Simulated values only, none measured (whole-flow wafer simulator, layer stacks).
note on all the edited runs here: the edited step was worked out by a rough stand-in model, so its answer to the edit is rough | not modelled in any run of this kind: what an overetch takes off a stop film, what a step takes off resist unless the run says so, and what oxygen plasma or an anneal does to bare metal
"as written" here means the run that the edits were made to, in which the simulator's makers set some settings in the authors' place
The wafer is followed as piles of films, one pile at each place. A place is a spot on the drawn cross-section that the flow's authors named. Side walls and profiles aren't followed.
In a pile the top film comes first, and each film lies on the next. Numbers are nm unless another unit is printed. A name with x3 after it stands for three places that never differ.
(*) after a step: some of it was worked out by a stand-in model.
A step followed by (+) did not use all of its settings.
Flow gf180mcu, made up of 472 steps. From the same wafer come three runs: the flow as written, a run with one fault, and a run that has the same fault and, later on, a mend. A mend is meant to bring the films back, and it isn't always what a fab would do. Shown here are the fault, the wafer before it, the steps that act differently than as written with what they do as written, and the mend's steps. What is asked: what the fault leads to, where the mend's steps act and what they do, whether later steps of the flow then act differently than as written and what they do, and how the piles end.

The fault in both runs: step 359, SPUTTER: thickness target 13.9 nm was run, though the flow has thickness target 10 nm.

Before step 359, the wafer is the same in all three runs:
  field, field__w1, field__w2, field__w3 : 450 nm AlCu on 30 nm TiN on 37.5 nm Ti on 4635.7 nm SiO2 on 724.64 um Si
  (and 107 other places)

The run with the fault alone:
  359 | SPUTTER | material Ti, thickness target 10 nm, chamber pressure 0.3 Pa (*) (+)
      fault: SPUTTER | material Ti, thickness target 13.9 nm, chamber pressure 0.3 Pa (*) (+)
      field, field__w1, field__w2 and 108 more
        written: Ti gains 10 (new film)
        fault: Ti gains 13.9 (new film)
  Later steps of the flow acting differently than as written (5 other steps are not shown; they differ only slightly, by no more than 2% or 0.5 nm, whichever is larger):
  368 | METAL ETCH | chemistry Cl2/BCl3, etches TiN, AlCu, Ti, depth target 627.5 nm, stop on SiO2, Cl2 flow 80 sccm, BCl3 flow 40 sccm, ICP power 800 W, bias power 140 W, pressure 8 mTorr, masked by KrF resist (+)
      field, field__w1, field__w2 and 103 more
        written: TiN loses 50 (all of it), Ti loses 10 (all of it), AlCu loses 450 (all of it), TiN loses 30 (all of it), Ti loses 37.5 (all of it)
        fault: TiN loses 50 (all of it), Ti loses 13.9 (all of it), AlCu loses 450 (all of it), TiN loses 30 (all of it), Ti loses 37.5 (all of it)
  The piles end different from the flow's at field__w8, contact, m1, m1__w1, m1_nw by more than 2% or 0.5 nm, whichever is larger.
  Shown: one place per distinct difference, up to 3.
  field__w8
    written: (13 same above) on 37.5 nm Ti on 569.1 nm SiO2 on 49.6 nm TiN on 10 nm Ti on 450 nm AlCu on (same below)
    fault: (13 same above) on 37.5 nm Ti on 565.2 nm SiO2 on 49.6 nm TiN on 13.9 nm Ti on 450 nm AlCu on (same below)
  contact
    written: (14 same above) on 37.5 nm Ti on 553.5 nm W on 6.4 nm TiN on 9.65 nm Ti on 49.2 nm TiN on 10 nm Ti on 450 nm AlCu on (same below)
    fault: (14 same above) on 37.5 nm Ti on 549.6 nm W on 6.42 nm TiN on 9.67 nm Ti on 49.2 nm TiN on 13.9 nm Ti on 450 nm AlCu on (same below)

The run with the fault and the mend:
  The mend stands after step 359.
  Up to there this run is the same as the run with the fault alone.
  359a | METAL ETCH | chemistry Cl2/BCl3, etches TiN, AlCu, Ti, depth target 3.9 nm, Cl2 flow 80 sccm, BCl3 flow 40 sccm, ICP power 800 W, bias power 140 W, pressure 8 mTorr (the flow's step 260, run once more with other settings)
      field, field__w1, field__w2 and 108 more
        Ti loses 3.9
  Every later step of the flow that is run acts as written at every place that is followed.
  At every place that both follow, the piles at the end match the flow's.
